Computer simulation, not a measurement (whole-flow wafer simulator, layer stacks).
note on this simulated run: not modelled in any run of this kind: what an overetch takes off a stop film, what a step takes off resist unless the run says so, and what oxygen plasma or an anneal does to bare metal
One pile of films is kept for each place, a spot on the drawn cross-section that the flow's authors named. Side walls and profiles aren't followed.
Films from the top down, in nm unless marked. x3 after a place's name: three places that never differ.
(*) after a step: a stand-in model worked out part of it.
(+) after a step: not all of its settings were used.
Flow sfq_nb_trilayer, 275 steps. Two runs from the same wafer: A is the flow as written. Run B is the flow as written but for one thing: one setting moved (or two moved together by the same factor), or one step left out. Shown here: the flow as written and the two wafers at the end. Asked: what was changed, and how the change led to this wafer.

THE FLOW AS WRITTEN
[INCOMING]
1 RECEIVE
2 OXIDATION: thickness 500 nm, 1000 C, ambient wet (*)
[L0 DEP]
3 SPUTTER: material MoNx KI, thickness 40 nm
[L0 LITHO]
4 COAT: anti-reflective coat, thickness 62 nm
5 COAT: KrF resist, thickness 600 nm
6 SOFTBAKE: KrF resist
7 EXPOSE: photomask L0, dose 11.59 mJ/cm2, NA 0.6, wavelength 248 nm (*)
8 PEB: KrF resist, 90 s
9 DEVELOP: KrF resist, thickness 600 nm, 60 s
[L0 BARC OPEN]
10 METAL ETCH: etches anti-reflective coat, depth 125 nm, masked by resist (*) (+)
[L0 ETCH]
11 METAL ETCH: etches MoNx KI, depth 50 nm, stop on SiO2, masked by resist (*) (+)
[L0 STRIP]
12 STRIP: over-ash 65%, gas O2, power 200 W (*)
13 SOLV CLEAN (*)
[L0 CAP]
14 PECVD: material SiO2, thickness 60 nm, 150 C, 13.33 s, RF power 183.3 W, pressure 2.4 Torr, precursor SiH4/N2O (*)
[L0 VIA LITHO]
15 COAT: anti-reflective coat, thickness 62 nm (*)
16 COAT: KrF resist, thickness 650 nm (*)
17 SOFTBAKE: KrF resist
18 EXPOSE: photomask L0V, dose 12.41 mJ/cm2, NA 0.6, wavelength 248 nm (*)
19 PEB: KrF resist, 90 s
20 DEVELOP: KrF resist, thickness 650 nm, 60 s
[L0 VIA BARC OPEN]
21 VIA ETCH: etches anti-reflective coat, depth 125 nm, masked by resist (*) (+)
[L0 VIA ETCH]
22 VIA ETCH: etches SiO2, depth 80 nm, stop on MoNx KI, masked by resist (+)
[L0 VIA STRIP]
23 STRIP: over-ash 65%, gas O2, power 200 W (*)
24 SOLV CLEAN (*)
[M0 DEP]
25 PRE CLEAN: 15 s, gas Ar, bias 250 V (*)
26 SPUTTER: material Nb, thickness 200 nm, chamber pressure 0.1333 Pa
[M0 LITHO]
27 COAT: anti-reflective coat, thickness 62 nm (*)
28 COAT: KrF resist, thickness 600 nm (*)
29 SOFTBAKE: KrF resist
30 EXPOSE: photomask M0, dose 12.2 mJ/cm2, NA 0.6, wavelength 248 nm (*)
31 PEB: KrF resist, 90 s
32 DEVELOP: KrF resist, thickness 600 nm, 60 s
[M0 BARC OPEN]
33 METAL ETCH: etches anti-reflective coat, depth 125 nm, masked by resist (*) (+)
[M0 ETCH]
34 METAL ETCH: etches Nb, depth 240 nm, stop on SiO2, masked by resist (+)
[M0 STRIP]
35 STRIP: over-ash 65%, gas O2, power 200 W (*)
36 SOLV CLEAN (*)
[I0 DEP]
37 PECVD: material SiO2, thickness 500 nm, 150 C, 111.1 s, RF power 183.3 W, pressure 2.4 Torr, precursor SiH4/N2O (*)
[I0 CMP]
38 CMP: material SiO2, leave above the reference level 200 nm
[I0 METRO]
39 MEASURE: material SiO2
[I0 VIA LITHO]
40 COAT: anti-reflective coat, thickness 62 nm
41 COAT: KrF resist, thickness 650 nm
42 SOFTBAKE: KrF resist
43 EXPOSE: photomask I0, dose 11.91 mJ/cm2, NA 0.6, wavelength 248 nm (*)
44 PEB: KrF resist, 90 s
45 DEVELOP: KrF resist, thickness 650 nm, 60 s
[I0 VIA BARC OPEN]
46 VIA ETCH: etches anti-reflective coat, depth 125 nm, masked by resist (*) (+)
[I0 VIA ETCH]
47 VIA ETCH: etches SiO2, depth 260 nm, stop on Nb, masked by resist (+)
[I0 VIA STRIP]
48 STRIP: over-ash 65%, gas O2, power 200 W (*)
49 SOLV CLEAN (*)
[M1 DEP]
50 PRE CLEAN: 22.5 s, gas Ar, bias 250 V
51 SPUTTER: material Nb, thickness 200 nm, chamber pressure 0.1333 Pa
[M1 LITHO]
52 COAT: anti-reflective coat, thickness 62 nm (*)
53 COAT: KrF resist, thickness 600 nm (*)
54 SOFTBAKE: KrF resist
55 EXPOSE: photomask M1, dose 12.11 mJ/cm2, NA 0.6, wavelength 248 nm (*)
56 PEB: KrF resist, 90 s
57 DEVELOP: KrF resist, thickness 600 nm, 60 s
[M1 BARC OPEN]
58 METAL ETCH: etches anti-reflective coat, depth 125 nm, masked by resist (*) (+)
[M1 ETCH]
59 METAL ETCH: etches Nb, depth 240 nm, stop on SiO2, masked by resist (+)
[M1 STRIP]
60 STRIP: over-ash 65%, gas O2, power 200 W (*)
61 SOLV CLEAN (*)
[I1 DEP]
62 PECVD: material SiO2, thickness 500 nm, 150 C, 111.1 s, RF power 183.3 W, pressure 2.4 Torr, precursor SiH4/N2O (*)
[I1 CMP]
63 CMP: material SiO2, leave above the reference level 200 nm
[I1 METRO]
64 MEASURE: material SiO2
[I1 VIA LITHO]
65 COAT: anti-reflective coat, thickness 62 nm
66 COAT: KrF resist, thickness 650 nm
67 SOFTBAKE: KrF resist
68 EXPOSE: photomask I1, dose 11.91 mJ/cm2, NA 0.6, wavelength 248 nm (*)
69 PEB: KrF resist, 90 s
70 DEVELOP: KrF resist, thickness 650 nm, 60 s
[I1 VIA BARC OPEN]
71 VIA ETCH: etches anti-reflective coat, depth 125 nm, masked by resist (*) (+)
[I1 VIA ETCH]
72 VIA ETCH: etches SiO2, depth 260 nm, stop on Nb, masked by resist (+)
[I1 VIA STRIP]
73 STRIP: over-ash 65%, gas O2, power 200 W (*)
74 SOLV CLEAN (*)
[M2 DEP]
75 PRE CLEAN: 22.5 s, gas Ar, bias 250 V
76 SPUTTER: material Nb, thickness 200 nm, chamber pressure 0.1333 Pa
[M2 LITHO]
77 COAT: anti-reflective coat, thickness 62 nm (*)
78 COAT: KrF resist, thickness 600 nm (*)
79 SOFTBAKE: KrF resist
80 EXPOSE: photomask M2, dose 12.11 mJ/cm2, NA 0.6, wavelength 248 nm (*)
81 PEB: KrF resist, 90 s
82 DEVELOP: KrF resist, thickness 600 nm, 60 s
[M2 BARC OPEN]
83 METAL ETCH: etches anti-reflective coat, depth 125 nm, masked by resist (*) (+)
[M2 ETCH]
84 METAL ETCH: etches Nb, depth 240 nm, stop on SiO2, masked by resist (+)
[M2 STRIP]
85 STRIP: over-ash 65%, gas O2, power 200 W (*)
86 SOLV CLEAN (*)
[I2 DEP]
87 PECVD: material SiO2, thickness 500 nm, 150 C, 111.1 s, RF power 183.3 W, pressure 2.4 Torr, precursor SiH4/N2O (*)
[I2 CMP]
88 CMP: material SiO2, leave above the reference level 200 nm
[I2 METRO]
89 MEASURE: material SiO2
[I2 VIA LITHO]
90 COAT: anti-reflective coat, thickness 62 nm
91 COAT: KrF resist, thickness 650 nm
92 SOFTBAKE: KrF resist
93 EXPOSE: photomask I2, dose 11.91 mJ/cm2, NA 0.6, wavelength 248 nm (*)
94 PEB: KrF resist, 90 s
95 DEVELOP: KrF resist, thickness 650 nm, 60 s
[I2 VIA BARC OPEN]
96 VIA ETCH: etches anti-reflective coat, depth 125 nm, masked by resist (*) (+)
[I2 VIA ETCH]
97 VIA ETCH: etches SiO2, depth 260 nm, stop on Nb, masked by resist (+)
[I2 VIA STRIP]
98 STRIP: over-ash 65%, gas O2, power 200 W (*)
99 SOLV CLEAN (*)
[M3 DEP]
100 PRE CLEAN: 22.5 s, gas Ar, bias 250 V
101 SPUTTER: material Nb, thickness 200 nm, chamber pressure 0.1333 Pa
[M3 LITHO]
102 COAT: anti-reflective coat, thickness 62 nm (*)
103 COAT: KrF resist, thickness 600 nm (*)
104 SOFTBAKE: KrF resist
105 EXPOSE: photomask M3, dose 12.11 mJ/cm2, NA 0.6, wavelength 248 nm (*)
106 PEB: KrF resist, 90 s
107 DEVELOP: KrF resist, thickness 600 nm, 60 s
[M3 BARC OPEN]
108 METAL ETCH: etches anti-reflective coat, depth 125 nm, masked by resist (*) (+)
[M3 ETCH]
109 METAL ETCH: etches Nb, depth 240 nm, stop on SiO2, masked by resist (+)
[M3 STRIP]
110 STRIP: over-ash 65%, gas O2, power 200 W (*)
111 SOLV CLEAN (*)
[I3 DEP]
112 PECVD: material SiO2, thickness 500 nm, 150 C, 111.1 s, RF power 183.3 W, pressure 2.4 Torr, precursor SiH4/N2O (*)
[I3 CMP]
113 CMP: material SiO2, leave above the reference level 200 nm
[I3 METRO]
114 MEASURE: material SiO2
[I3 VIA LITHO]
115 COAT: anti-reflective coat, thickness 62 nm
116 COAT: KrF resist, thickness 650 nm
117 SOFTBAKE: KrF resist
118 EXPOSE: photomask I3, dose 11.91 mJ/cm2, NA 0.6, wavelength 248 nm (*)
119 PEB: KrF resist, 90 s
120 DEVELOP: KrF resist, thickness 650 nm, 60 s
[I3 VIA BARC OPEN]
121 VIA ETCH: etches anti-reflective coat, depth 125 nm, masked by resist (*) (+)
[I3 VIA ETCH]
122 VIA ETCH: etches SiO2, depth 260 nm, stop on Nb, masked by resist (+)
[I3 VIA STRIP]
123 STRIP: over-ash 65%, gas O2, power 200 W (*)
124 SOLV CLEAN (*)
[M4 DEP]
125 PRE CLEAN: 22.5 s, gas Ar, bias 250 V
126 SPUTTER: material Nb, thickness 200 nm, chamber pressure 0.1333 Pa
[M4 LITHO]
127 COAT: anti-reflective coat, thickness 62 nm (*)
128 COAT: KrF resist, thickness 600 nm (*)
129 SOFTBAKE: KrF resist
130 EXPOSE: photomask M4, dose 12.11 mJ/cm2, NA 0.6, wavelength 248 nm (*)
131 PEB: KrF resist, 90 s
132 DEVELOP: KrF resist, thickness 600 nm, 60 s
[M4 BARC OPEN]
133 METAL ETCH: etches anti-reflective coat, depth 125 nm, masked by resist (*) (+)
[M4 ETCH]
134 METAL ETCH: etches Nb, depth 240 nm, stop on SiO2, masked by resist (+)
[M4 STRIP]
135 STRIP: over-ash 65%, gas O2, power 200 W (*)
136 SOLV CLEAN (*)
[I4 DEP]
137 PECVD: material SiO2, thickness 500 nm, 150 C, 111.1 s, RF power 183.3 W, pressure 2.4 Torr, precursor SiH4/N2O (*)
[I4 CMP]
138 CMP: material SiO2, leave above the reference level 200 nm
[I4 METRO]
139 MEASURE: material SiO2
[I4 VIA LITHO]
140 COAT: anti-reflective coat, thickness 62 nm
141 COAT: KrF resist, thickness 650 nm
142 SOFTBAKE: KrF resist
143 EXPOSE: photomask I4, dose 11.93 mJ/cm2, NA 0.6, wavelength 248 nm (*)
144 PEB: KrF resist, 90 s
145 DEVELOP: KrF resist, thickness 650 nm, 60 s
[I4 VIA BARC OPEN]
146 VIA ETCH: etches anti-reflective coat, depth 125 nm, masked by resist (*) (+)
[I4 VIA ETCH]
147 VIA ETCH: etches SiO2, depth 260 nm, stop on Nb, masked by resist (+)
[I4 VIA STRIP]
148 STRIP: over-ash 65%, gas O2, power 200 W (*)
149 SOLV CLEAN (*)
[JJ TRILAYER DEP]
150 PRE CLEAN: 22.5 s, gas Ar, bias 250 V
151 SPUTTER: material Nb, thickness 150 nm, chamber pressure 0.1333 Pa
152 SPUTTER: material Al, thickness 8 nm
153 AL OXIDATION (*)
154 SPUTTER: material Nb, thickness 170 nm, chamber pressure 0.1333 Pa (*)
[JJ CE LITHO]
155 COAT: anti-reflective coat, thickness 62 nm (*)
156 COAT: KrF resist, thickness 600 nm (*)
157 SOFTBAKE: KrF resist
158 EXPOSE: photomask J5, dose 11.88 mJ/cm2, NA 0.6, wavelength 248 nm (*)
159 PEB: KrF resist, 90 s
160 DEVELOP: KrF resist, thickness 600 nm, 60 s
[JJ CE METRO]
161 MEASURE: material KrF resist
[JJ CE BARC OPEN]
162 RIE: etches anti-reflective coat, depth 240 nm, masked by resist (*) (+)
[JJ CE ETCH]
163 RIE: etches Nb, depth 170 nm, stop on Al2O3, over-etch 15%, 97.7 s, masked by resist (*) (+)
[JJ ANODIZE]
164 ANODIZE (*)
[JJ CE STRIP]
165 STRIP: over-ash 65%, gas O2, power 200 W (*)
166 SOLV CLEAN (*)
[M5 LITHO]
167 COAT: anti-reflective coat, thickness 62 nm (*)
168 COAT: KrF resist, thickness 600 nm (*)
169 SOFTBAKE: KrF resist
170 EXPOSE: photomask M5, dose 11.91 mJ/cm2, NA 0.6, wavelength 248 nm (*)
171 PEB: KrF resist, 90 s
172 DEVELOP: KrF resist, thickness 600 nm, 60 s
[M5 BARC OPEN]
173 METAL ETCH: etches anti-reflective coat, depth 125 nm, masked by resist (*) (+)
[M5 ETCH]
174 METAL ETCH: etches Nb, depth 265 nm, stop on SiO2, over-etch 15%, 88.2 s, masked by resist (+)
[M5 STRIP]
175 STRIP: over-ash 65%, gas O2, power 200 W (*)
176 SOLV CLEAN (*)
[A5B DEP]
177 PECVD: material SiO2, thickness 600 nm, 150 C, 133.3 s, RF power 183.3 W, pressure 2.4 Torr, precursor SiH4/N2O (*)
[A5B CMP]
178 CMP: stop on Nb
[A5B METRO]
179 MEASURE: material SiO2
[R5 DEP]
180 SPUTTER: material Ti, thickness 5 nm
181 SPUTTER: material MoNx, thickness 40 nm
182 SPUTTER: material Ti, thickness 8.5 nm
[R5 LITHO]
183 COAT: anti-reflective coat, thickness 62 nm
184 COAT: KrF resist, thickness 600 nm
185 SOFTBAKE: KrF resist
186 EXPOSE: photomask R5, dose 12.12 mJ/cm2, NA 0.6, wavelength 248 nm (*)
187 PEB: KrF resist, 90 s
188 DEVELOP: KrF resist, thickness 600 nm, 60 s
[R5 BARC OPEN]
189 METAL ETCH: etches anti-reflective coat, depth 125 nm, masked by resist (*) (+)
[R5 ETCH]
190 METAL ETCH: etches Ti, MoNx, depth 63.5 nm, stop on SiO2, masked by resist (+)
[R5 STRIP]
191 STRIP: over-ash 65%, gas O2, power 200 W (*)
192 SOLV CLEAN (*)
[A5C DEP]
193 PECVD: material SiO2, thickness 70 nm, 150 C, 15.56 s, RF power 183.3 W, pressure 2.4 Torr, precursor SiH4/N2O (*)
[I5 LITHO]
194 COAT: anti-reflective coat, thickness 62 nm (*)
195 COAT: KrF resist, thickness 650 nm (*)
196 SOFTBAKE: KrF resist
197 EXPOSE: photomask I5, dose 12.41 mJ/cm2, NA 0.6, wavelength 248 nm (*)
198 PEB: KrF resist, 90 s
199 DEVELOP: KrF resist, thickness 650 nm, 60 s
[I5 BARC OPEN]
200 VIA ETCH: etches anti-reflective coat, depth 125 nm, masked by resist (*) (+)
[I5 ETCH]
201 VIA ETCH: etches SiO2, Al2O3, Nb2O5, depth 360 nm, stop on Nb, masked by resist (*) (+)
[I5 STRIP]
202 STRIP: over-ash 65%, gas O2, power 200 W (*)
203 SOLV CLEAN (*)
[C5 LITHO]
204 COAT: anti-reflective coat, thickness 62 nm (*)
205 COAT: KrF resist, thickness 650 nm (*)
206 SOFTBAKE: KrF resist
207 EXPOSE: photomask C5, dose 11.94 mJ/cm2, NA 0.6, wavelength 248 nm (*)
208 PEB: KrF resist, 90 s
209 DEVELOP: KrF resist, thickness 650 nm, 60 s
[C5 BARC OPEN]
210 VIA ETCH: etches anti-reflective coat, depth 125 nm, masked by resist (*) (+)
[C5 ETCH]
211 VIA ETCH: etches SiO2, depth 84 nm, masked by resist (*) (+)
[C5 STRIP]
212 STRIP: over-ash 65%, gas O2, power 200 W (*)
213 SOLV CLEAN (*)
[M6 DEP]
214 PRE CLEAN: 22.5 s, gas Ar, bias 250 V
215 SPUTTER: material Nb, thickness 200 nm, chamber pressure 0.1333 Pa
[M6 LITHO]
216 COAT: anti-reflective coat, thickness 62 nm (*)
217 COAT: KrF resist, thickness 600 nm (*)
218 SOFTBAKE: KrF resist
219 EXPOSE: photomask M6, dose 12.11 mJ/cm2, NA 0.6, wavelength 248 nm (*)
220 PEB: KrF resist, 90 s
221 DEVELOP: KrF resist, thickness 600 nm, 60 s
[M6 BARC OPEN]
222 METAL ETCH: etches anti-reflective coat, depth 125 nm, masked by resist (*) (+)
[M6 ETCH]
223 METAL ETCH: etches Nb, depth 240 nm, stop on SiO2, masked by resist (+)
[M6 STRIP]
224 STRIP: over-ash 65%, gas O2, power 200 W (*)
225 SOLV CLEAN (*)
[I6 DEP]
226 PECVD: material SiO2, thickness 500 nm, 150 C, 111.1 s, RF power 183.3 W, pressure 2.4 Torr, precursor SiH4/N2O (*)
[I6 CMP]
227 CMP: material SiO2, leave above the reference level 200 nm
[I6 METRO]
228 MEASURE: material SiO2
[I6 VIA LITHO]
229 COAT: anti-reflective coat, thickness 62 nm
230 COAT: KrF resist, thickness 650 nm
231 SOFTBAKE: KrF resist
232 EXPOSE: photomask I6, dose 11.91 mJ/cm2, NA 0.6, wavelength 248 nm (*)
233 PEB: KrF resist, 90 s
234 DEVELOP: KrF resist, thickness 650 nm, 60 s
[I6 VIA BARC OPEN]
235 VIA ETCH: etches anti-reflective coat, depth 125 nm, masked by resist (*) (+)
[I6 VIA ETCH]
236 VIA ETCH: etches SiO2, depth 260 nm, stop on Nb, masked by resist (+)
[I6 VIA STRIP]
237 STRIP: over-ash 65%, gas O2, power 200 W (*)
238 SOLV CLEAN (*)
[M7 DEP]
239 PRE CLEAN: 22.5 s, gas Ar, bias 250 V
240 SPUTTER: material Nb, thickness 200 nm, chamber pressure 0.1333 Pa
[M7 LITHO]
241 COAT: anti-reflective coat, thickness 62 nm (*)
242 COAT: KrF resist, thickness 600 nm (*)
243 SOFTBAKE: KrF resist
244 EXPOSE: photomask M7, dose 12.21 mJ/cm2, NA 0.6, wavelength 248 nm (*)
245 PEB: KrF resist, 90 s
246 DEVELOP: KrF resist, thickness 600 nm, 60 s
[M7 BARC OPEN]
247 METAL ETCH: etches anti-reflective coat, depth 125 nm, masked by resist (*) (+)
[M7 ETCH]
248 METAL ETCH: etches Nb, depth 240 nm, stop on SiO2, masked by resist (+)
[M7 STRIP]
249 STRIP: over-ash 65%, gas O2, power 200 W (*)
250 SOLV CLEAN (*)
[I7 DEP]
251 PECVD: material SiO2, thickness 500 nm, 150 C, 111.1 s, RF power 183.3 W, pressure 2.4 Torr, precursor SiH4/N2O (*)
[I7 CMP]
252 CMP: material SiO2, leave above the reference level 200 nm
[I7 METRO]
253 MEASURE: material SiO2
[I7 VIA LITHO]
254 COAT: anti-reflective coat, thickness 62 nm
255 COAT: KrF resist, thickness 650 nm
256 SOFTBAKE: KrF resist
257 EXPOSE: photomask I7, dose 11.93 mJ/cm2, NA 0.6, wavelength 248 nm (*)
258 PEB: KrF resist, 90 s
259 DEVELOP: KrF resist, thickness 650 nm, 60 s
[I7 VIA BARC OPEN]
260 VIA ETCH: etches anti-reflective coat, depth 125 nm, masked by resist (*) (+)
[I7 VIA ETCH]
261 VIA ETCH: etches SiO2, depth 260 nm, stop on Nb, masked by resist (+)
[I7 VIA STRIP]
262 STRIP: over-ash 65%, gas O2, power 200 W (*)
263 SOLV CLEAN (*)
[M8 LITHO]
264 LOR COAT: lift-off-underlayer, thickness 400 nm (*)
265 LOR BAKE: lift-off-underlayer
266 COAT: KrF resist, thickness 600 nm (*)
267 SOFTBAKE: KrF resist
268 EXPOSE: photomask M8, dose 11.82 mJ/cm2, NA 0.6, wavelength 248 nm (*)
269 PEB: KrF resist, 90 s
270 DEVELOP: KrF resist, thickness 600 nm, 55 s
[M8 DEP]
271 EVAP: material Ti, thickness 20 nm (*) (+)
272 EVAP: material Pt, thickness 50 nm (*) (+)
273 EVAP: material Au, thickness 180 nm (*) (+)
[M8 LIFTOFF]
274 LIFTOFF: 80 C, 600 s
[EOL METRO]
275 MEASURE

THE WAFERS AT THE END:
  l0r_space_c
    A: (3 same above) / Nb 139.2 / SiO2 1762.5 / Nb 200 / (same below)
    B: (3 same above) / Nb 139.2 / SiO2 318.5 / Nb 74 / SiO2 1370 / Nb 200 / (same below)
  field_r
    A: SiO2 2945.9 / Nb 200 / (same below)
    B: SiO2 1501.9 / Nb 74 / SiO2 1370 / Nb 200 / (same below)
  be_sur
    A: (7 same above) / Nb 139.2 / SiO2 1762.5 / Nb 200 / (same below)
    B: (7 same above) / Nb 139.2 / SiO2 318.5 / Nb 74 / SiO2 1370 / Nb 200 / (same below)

The cause: step 134, METAL ETCH: depth 126 nm was run, where the flow has depth 240 nm.

How the change led to this, step by step:
  134 METAL ETCH: etches Nb, depth 240 nm, stop on SiO2, masked by resist (+)
      field_l, be, be_sur and 64 more: A Nb -200 (all of it) | B Nb -126
      v_sur, via_wl, via_w and 36 more: A KrF resist -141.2 | B KrF resist -74.1
  135 STRIP: over-ash 65%, gas O2, power 200 W (*)
      p4_fl, p4_fm, p4_w1 and 26 more: A KrF resist -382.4 (all of it), anti-reflective coat -62 (all of it) | B KrF resist -449.4 (all of it), anti-reflective coat -62 (all of it)
      ln_m5, lsp_m, ln_m6: A KrF resist -381.9 (all of it), anti-reflective coat -61.8 (all of it) | B KrF resist -449 (all of it), anti-reflective coat -61.8 (all of it)
      (and at 7 more places)
  137 PECVD: material SiO2, thickness 500 nm, 150 C, 111.1 s, RF power 183.3 W, pressure 2.4 Torr, precursor SiH4/N2O (*)
      field_l, be, be_sur and 55 more: A SiO2 +500 | B SiO2 +500 (new film)
      p3_s0, p3_s1, p3_s2, p3_s3, p3_s4, p3_s5: A SiO2 +557.1 | B SiO2 +500 (new film)
      (and at 3 more places)
  138 CMP: material SiO2, leave above the reference level 200 nm
      field_l, be, be_sur and 55 more: A SiO2 -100 | B SiO2 -174
      p3_s0, p3_s1, p3_s2, p3_s3, p3_s4, p3_s5: A SiO2 -157.1 | B SiO2 -174
      (and at 3 more places)
Counting metal films that touch as one body, l0r_space_c has 3 bodies (between them, from the top down: SiO2 318.5; SiO2 1370); the flow as written gives 2 bodies (between them, from the top down: SiO2 1762.5).
Counting metal films that touch as one body, field_r has 2 bodies (between them, from the top down: SiO2 1370); the flow as written gives 1 body.
Counting metal films that touch as one body, be_sur has 5 bodies (between them, from the top down: SiO2 192.5; SiO2 209 / Al2O3 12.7 / Nb2O5 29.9; SiO2 318.5; SiO2 1370); the flow as written gives 4 bodies (between them, from the top down: SiO2 192.5; SiO2 209 / Al2O3 12.7 / Nb2O5 29.9; SiO2 1762.5).
